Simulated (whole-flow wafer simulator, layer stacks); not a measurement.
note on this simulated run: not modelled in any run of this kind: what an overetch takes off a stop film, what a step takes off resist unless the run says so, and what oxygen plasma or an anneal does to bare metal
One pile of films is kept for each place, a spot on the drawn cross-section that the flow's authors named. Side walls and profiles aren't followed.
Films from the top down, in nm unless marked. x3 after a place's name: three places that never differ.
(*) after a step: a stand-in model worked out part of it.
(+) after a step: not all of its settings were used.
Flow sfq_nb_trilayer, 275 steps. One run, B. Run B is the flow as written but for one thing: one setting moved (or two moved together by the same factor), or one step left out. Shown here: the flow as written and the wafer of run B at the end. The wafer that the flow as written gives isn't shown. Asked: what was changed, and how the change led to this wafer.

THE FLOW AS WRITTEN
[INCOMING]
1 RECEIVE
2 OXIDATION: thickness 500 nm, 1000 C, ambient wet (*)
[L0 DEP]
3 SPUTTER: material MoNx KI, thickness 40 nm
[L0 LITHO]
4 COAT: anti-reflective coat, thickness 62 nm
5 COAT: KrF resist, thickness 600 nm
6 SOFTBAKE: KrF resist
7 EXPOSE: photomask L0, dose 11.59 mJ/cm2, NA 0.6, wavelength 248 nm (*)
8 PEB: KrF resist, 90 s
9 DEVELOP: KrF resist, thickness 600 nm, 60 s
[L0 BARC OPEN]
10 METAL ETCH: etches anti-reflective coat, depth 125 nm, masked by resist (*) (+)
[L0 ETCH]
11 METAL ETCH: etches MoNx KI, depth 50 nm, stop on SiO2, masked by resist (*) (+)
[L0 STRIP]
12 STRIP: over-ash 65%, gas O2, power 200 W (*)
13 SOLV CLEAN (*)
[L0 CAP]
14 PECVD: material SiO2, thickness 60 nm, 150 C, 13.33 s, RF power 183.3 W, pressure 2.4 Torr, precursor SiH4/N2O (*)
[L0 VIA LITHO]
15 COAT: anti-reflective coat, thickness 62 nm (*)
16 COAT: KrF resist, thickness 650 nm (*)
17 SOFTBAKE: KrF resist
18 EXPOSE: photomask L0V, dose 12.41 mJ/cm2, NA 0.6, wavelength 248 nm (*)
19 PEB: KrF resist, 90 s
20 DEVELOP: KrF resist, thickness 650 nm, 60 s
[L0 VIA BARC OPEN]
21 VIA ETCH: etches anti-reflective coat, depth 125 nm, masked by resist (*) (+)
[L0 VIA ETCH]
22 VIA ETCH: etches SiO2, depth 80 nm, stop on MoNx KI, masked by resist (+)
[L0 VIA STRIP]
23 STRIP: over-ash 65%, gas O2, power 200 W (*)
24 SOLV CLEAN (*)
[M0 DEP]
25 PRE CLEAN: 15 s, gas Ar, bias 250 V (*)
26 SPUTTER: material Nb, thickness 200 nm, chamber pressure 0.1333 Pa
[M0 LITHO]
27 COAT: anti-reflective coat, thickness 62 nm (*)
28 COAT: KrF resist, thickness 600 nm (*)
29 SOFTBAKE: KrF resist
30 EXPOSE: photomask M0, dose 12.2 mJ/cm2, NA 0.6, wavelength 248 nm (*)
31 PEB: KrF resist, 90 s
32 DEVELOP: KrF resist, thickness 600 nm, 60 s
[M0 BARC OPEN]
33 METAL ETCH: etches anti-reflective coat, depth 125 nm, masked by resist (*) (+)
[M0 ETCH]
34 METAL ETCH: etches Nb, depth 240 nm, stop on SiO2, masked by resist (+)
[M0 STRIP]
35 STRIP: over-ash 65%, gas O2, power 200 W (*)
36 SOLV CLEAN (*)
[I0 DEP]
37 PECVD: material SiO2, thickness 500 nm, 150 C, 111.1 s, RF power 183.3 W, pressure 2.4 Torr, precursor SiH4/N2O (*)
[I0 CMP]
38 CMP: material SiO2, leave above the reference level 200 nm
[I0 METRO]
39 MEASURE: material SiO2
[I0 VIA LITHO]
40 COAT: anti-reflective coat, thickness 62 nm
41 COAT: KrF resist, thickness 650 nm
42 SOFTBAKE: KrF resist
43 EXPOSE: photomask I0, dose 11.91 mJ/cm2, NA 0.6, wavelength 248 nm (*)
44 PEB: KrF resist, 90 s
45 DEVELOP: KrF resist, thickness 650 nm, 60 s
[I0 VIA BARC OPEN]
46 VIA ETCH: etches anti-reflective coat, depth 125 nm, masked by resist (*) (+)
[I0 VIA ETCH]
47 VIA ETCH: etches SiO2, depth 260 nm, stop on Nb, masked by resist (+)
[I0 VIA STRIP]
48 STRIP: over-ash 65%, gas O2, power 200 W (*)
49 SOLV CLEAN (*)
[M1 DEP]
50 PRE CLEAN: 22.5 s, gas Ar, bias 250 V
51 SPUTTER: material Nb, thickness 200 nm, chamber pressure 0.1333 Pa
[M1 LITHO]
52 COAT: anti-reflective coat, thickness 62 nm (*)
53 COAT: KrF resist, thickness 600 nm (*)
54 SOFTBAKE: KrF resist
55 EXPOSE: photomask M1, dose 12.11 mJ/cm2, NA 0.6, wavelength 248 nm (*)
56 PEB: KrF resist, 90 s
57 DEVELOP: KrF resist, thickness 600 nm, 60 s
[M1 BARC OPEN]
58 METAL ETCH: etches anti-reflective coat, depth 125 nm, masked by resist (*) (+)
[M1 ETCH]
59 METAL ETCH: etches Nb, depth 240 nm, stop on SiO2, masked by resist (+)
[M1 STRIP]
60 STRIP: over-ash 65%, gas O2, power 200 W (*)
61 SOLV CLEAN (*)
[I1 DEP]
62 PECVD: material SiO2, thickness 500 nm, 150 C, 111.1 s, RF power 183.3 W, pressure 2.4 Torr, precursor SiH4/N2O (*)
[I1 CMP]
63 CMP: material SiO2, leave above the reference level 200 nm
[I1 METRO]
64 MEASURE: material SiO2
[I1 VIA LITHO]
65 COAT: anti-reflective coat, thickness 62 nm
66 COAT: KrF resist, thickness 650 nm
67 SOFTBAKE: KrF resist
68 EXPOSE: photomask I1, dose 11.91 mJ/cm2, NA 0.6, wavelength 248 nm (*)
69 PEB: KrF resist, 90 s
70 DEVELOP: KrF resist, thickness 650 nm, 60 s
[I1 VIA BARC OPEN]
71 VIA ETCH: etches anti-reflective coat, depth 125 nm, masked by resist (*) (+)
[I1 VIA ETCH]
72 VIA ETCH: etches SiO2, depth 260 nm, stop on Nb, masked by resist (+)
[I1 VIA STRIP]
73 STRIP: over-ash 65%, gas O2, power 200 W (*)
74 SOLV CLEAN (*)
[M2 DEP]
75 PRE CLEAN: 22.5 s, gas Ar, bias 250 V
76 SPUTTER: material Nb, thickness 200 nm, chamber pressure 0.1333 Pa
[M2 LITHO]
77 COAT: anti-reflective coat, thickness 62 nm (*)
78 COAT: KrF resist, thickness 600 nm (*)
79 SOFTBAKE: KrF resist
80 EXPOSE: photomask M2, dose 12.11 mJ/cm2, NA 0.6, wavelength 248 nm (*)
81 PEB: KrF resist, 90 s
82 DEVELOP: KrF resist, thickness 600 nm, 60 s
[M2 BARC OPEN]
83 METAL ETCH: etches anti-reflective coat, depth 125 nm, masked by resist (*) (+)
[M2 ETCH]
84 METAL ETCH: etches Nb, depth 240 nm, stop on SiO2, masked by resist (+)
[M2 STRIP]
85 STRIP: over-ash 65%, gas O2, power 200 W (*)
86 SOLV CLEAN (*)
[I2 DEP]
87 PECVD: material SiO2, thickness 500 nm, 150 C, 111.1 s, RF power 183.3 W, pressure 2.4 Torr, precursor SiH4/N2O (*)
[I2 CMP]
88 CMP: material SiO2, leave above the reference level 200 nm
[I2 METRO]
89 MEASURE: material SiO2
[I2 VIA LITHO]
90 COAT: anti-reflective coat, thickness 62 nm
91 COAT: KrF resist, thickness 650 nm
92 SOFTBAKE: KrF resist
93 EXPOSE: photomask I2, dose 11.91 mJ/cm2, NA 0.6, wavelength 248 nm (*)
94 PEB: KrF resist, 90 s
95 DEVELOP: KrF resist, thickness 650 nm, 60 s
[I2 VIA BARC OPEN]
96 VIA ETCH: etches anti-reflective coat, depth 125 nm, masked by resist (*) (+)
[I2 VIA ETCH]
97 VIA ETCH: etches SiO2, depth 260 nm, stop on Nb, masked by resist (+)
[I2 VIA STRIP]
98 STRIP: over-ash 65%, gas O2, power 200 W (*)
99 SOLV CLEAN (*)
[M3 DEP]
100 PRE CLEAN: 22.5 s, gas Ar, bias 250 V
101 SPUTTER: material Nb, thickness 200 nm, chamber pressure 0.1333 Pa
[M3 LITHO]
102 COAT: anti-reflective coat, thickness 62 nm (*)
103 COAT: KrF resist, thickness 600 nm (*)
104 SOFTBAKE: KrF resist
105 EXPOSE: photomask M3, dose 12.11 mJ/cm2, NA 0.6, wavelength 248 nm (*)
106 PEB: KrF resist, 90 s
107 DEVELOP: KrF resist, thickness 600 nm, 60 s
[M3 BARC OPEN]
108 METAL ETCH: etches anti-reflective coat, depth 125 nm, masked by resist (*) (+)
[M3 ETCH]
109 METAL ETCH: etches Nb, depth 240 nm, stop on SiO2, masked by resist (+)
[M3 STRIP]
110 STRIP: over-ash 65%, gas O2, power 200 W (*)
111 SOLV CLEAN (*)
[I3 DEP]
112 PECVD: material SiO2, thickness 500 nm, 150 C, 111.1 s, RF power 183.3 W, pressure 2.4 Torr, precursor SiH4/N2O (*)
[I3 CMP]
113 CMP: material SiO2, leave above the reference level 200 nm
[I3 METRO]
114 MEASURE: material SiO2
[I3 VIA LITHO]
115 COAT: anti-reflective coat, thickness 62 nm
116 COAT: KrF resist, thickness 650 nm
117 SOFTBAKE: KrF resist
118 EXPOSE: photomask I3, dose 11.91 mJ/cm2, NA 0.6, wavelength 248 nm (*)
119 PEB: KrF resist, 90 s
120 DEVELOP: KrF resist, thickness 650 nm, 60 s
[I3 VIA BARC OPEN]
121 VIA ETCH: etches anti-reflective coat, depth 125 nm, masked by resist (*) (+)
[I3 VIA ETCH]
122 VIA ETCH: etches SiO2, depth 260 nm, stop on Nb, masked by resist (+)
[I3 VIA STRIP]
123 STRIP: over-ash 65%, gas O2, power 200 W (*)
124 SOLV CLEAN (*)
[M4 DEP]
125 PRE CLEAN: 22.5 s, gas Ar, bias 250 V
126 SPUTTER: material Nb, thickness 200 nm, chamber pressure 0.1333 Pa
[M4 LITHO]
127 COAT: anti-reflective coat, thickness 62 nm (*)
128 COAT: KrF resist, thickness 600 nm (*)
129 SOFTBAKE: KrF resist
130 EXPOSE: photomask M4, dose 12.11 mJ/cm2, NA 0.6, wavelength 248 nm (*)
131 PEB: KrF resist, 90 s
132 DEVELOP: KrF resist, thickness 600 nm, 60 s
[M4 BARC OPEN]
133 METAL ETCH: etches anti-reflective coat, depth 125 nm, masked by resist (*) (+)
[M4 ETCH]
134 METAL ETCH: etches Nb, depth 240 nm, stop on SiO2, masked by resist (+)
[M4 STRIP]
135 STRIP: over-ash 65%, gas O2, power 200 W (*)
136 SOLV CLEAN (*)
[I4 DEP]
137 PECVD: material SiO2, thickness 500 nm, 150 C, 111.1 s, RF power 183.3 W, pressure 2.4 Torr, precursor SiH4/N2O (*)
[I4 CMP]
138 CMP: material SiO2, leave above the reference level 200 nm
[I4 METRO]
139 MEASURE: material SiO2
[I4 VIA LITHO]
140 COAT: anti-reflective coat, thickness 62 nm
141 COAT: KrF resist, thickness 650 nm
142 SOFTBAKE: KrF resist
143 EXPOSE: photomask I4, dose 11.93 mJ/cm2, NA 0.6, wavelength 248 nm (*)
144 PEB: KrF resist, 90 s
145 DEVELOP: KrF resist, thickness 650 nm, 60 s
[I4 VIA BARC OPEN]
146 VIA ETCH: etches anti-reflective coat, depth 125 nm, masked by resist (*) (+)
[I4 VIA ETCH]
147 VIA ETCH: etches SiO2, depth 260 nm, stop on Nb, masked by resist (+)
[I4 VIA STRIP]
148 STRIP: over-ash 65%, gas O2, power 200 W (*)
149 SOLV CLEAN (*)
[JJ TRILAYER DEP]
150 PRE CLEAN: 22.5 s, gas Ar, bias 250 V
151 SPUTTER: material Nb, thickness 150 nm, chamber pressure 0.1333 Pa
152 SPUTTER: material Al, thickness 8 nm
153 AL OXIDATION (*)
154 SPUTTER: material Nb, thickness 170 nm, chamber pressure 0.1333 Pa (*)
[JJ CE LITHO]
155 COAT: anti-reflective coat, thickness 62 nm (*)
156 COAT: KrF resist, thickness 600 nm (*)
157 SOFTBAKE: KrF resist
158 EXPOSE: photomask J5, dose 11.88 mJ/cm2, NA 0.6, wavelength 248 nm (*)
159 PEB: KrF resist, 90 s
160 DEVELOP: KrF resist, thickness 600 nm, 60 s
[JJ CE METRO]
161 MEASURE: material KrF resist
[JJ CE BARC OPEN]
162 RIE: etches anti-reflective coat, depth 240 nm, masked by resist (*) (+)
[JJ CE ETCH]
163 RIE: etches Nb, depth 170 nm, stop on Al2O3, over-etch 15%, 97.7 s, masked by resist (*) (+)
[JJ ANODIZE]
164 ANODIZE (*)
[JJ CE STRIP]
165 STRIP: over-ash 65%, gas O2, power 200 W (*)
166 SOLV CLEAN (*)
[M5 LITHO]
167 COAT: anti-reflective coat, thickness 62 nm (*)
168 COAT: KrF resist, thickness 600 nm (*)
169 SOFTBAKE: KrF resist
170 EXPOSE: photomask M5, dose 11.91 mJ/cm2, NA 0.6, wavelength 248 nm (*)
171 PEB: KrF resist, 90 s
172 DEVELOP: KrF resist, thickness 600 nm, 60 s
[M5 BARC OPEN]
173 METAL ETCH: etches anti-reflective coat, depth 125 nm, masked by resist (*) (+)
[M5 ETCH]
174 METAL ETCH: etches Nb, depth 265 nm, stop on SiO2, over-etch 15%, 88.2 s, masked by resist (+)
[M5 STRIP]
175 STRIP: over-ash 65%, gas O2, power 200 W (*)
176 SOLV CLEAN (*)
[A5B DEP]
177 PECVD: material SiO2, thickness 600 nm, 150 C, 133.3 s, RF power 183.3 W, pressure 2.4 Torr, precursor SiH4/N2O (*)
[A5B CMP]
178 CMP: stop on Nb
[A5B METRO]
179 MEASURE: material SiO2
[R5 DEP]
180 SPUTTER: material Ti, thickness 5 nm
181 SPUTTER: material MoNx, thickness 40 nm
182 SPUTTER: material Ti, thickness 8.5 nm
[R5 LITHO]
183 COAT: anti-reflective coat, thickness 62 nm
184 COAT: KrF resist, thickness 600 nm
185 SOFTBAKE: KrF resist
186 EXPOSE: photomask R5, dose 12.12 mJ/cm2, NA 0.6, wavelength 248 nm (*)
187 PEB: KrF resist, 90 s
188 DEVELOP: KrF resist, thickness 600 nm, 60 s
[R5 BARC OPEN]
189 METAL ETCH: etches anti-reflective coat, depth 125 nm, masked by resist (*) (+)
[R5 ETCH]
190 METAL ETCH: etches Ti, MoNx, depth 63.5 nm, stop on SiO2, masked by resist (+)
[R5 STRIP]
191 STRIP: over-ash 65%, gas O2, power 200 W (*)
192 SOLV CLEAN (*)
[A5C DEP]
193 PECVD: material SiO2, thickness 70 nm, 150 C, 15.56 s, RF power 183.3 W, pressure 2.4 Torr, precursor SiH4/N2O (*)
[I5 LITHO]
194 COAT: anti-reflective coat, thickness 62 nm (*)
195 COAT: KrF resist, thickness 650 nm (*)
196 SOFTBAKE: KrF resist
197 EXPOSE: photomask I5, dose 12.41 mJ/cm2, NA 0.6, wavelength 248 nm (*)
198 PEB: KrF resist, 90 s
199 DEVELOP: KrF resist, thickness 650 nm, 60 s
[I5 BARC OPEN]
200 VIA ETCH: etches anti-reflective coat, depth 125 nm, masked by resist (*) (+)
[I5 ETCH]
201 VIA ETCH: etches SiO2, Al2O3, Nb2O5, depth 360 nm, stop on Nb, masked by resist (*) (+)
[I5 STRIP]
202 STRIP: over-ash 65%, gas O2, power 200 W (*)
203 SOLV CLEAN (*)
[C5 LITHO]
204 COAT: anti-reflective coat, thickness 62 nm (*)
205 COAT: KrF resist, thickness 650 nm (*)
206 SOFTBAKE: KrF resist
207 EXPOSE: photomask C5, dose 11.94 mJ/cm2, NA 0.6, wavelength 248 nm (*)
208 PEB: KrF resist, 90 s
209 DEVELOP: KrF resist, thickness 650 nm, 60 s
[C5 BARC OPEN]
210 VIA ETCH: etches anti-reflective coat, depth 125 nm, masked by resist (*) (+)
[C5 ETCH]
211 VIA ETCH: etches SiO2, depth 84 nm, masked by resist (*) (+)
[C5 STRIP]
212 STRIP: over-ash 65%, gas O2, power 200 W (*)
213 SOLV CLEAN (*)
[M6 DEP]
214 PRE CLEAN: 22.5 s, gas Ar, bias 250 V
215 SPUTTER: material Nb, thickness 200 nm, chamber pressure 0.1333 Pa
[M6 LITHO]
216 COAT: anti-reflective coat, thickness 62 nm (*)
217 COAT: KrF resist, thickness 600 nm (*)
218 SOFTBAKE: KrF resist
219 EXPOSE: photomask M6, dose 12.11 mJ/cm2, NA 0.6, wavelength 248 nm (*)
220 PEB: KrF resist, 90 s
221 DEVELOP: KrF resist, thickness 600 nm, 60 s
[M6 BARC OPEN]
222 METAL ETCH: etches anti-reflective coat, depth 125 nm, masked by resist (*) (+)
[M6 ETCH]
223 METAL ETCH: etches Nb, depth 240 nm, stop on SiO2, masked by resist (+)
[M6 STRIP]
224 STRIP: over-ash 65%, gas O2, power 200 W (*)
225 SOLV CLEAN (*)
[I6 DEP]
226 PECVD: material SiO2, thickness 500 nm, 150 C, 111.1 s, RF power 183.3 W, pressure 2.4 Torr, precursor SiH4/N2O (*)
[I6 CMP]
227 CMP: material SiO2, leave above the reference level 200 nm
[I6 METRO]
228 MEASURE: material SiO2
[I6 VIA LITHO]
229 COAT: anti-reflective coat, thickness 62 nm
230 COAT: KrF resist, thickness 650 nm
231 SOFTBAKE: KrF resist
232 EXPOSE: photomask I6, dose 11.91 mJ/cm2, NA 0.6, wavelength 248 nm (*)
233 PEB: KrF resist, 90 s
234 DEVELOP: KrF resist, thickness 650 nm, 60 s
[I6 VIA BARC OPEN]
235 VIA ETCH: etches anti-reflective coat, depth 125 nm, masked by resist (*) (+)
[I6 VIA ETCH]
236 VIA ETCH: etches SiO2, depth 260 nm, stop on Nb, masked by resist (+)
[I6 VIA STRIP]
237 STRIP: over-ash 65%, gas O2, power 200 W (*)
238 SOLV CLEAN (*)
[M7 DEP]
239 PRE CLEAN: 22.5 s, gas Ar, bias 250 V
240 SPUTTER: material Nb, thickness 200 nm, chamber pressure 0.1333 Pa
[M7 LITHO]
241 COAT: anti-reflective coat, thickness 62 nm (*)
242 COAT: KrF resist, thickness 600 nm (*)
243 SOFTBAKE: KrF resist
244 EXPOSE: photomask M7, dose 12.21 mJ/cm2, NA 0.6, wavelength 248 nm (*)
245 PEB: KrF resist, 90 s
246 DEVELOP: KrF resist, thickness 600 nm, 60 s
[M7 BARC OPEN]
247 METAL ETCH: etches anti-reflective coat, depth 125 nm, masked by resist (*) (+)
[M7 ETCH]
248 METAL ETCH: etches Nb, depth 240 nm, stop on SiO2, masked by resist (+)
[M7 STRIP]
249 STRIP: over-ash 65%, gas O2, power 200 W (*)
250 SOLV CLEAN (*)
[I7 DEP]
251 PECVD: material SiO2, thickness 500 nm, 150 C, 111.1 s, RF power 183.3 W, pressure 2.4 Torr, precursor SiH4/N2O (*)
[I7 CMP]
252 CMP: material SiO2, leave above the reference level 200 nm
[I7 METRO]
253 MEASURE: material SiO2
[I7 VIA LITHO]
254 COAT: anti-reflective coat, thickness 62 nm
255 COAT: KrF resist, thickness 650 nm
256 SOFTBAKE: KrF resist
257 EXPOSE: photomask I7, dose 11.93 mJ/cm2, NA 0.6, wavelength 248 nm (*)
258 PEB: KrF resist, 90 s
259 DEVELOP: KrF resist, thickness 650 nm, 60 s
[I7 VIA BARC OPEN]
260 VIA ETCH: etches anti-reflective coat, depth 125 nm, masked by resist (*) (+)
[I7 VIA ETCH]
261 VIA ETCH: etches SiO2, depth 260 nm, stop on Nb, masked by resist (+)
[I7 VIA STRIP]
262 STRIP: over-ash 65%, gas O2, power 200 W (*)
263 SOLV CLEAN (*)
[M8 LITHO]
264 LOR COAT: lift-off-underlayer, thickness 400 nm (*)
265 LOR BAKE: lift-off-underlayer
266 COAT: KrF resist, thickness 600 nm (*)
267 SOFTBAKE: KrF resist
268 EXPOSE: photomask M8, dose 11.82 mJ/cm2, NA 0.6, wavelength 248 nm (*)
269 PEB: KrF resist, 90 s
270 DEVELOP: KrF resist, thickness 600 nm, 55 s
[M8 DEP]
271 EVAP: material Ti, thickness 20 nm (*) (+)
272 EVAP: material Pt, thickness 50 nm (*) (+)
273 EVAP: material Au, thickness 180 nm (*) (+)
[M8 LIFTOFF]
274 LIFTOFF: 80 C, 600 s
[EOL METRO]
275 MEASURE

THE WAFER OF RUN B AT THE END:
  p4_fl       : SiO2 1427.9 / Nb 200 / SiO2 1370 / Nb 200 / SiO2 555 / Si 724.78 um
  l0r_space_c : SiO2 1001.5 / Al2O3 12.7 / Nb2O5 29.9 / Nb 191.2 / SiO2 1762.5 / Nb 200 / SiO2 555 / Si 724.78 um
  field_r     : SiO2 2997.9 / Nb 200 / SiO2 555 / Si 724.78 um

The cause: step 151, SPUTTER: thickness 202 nm was run, where the flow has thickness 150 nm.

How the change led to this, step by step:
  151 SPUTTER: material Nb, thickness 150 nm, chamber pressure 0.1333 Pa
      field_l, v_sur, via_sp and 100 more: Nb +202 (new film) (as written it would be: Nb +150 (new film))
      via_wl, via_w, via_wr: Nb +176.2 (as written it would be: Nb +130.4)
  154 SPUTTER: material Nb, thickness 170 nm, chamber pressure 0.1333 Pa (*)
      via_wl, via_wr: Nb +137.8 (new film) (as written it would be: Nb +140.7 (new film))
  155 COAT: anti-reflective coat, thickness 62 nm (*)
      via_wl, via_wr: anti-reflective coat +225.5 (new film) (as written it would be: anti-reflective coat +209.4 (new film))
      via_w: anti-reflective coat +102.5 (new film) (as written it would be: anti-reflective coat +97.4 (new film))
  162 RIE: etches anti-reflective coat, depth 240 nm, masked by resist (*) (+)
      ce_l, c5j, ce_r, wl_jj: KrF resist -225.5 (as written it would be: KrF resist -209.4)
      via_wl, via_wr: anti-reflective coat -225.5 (all of it) (as written it would be: anti-reflective coat -209.4 (all of it))
      (and at 1 more place)
  163 RIE: etches Nb, depth 170 nm, stop on Al2O3, over-etch 15%, 97.7 s, masked by resist (*) (+)
      via_wl, via_wr: Nb -137.8 (all of it), Al2O3 -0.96 (all of it) (as written it would be: Nb -140.7 (all of it), Al2O3 -0.96 (all of it))
  164 ANODIZE (*)
      via_wl, via_wr: Al2O3 +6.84 (new film), Nb2O5 +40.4 (new film), Al -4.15 (all of it), Nb -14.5 (as written it would be: Al2O3 +7.52 (new film), Nb2O5 +39.2 (new film), Al -4.56 (all of it), Nb -14.1)
  165 STRIP: over-ash 65%, gas O2, power 200 W (*)
      ce_l: KrF resist -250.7 (all of it), anti-reflective coat -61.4 (all of it) (as written it would be: KrF resist -266.8 (all of it), anti-reflective coat -61.4 (all of it))
      c5j: KrF resist -250.7 (all of it), anti-reflective coat -61.5 (all of it) (as written it would be: KrF resist -266.9 (all of it), anti-reflective coat -61.5 (all of it))
      (and at 2 more places)
  167 COAT: anti-reflective coat, thickness 62 nm (*)
      v_sur: anti-reflective coat +41.2 (new film) (as written it would be: anti-reflective coat +44.9 (new film))
      via_wl: anti-reflective coat +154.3 (new film) (as written it would be: anti-reflective coat +170.5 (new film))
      (and at 3 more places)
  168 COAT: KrF resist, thickness 600 nm (*)
      via_wl: KrF resist +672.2 (new film) (as written it would be: KrF resist +656 (new film))
      via_wr: KrF resist +673.1 (new film) (as written it would be: KrF resist +656.6 (new film))
  174 METAL ETCH: etches Nb, depth 265 nm, stop on SiO2, over-etch 15%, 88.2 s, masked by resist (+)
      r_sur, res, r_end and 48 more: Al2O3 -12.6 (all of it), Nb2O5 -29.9 (all of it), Nb -191.2 (all of it), SiO2 -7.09 (as written it would be: Al2O3 -12.6 (all of it), Nb2O5 -29.9 (all of it), Nb -139.2 (all of it), SiO2 -12.3)
      field_l, wl_a_sl: Al2O3 -12.6 (all of it), Nb2O5 -29.9 (all of it), Nb -191.2 (all of it), SiO2 -7.1 (as written it would be: Al2O3 -12.6 (all of it), Nb2O5 -29.9 (all of it), Nb -139.2 (all of it), SiO2 -12.3)
  175 STRIP: over-ash 65%, gas O2, power 200 W (*)
      v_sur: KrF resist -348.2 (all of it), anti-reflective coat -41.2 (all of it) (as written it would be: KrF resist -349.2 (all of it), anti-reflective coat -44.9 (all of it))
      via_wl: KrF resist -443.2 (all of it), anti-reflective coat -154.3 (all of it) (as written it would be: KrF resist -427 (all of it), anti-reflective coat -170.5 (all of it))
      (and at 3 more places)
  178 CMP: stop on Nb
      field_l, p4_fl, p4_fm and 39 more: SiO2 -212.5 (as written it would be: SiO2 -259.3)
      r_sur, res, r_end, moat, field_r, lsp_l: SiO2 -203.8 (as written it would be: SiO2 -252.3)
      (and at 8 more places)
